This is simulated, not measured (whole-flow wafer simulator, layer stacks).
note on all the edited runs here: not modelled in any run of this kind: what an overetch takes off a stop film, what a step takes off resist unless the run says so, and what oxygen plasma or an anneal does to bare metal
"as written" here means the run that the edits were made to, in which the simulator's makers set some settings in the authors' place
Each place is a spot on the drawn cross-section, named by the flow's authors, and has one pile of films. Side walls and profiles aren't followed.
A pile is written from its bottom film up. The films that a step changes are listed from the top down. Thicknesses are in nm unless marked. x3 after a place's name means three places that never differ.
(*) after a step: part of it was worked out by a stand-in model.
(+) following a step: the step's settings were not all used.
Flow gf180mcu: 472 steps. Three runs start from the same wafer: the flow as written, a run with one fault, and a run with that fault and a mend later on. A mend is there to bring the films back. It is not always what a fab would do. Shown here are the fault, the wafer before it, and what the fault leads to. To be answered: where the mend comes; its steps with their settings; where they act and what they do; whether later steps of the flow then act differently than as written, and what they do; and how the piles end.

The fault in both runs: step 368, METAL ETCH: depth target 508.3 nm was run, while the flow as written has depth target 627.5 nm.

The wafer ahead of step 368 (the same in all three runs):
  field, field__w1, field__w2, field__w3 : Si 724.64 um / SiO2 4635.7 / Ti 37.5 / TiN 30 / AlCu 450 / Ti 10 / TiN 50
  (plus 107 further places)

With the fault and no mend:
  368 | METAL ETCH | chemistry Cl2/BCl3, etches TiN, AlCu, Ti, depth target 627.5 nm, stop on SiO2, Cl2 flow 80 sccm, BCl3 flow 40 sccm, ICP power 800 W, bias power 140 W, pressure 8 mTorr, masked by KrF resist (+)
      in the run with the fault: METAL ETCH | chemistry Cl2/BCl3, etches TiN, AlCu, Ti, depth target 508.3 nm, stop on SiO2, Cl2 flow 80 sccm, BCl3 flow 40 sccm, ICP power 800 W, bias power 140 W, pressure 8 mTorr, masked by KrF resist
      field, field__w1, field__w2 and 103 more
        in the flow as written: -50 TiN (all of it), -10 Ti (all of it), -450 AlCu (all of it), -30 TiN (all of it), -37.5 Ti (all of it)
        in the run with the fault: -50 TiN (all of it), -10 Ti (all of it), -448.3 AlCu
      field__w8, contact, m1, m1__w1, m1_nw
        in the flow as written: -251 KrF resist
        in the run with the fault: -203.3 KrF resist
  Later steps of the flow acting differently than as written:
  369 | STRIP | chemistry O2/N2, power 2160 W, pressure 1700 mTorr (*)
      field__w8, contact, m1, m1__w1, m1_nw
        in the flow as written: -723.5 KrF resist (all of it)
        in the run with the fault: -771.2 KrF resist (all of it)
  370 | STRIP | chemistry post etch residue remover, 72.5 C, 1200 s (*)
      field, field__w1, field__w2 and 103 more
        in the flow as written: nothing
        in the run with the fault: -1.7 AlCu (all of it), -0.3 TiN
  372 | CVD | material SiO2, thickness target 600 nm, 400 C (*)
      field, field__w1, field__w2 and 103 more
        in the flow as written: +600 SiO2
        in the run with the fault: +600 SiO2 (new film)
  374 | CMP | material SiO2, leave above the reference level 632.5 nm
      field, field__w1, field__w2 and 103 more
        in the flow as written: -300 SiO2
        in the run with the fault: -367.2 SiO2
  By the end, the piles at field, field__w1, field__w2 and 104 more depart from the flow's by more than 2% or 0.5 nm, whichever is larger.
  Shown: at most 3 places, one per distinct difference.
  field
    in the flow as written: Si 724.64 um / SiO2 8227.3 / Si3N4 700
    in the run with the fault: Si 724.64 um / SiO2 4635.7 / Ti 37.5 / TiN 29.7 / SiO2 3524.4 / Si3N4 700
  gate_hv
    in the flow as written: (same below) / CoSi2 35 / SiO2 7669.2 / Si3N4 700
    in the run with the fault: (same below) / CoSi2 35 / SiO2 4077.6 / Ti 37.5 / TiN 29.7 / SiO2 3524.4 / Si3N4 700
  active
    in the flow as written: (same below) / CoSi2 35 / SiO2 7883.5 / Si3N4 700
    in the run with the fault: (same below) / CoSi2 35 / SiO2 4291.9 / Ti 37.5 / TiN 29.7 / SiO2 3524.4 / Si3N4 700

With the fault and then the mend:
  After step 368 comes the mend.
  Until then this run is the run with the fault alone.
  368a | METAL ETCH | chemistry Cl2/BCl3, etches TiN, AlCu, Ti, depth target 119.2 nm, stop on SiO2, Cl2 flow 80 sccm, BCl3 flow 40 sccm, ICP power 800 W, bias power 140 W, pressure 8 mTorr, masked by KrF resist (+) (the flow's step 368, run once more with other settings)
      field, field__w1, field__w2 and 103 more
        -1.7 AlCu (all of it), -30 TiN (all of it), -37.5 Ti (all of it)
      field__w8, contact, m1, m1__w1, m1_nw
        -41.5 KrF resist
  Later steps of the flow that are run all act as written at every place that is followed, up to a difference of at most 2% or 0.5 nm, whichever is larger.
  At every place that both follow, the piles at the end match the flow's.
